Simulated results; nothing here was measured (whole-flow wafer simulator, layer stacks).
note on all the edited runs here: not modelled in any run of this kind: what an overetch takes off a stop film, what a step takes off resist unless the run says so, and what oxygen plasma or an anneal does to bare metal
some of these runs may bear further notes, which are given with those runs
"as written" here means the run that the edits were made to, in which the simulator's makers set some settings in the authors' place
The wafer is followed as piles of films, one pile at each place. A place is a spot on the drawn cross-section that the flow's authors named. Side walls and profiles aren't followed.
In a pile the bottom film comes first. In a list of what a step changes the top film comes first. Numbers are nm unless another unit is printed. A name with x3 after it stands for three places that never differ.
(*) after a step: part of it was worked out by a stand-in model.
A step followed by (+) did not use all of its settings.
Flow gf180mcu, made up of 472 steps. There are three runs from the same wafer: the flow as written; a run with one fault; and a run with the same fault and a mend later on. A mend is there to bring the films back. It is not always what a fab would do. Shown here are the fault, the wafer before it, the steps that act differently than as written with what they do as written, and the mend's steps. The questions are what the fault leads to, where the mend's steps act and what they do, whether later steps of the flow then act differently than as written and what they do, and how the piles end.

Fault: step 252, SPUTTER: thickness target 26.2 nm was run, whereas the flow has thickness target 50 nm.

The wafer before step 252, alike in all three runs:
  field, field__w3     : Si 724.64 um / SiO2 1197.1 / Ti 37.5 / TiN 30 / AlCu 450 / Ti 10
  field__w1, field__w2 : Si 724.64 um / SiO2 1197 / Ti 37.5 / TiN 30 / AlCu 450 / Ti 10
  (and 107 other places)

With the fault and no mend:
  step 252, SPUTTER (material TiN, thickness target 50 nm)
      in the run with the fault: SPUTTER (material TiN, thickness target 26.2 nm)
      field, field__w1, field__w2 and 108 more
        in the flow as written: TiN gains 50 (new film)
        in the run with the fault: TiN gains 26.2 (new film)
  Later steps of the flow acting differently than as written (2 more steps, not shown, differ only slightly: by at most 2% or 0.5 nm, whichever is larger):
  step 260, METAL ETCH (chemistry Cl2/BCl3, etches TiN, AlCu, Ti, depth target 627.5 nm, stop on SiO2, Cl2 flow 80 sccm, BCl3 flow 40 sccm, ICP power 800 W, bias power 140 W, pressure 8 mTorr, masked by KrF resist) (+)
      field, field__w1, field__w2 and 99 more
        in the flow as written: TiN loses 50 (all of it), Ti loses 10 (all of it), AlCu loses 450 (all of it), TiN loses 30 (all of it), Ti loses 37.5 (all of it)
        in the run with the fault: TiN loses 26.2 (all of it), Ti loses 10 (all of it), AlCu loses 450 (all of it), TiN loses 30 (all of it), Ti loses 37.5 (all of it)
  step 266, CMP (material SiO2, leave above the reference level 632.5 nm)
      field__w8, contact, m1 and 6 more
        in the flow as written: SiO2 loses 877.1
        in the run with the fault: SiO2 loses 853.3
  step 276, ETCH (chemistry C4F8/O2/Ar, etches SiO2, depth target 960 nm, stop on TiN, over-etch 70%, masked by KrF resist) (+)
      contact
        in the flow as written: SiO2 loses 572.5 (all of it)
        in the run with the fault: SiO2 loses 596.3 (all of it)
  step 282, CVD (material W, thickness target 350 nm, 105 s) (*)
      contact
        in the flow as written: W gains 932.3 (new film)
        in the run with the fault: W gains 956.3 (new film)
  The piles end different from the flow's at field__w8, contact, m1 and 6 more by more than 2% or 0.5 nm, whichever is larger.
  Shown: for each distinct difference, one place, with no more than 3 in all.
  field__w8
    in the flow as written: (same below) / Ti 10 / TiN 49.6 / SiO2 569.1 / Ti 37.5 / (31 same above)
    in the run with the fault: (same below) / Ti 10 / TiN 25.8 / SiO2 592.9 / Ti 37.5 / (31 same above)
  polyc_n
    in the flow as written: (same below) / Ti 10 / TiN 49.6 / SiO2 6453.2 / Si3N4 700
    in the run with the fault: (same below) / Ti 10 / TiN 25.8 / SiO2 6477 / Si3N4 700
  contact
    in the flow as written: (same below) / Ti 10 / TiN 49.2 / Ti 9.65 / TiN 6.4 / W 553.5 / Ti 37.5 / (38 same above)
    in the run with the fault: (same below) / Ti 10 / TiN 25.4 / Ti 9.52 / TiN 6.31 / W 577.5 / Ti 37.5 / (38 same above)

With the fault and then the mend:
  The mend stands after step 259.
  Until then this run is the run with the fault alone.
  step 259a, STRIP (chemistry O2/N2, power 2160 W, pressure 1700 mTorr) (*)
      field__w8, contact, m1 and 6 more
        KrF resist loses 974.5 (all of it)
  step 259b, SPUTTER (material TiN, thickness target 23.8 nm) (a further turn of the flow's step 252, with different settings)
      field, field__w1, field__w2 and 108 more
        TiN gains 23.8
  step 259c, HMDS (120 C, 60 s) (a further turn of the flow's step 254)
      does not change any film at any place that is followed
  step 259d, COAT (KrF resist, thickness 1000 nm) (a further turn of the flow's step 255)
      field, field__w1, field__w2 and 108 more
        KrF resist gains 1000 (new film)
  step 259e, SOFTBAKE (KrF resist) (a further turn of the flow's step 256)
      does not change any film at any place that is followed
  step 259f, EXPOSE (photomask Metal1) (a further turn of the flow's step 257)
      does not change any film at any place that is followed
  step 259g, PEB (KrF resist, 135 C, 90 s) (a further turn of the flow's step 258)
      field, field__w1, field__w2 and 108 more
        KrF resist loses 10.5
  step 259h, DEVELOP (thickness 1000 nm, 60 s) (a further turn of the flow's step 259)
      field, field__w1, field__w2 and 99 more
        KrF resist loses 989.5 (all of it)
      field__w8, contact, m1 and 6 more
        KrF resist loses 14.9
  Every later step of the flow that is run acts as written at every place that is followed.
  At every place that both follow, the piles at the end match the flow's.
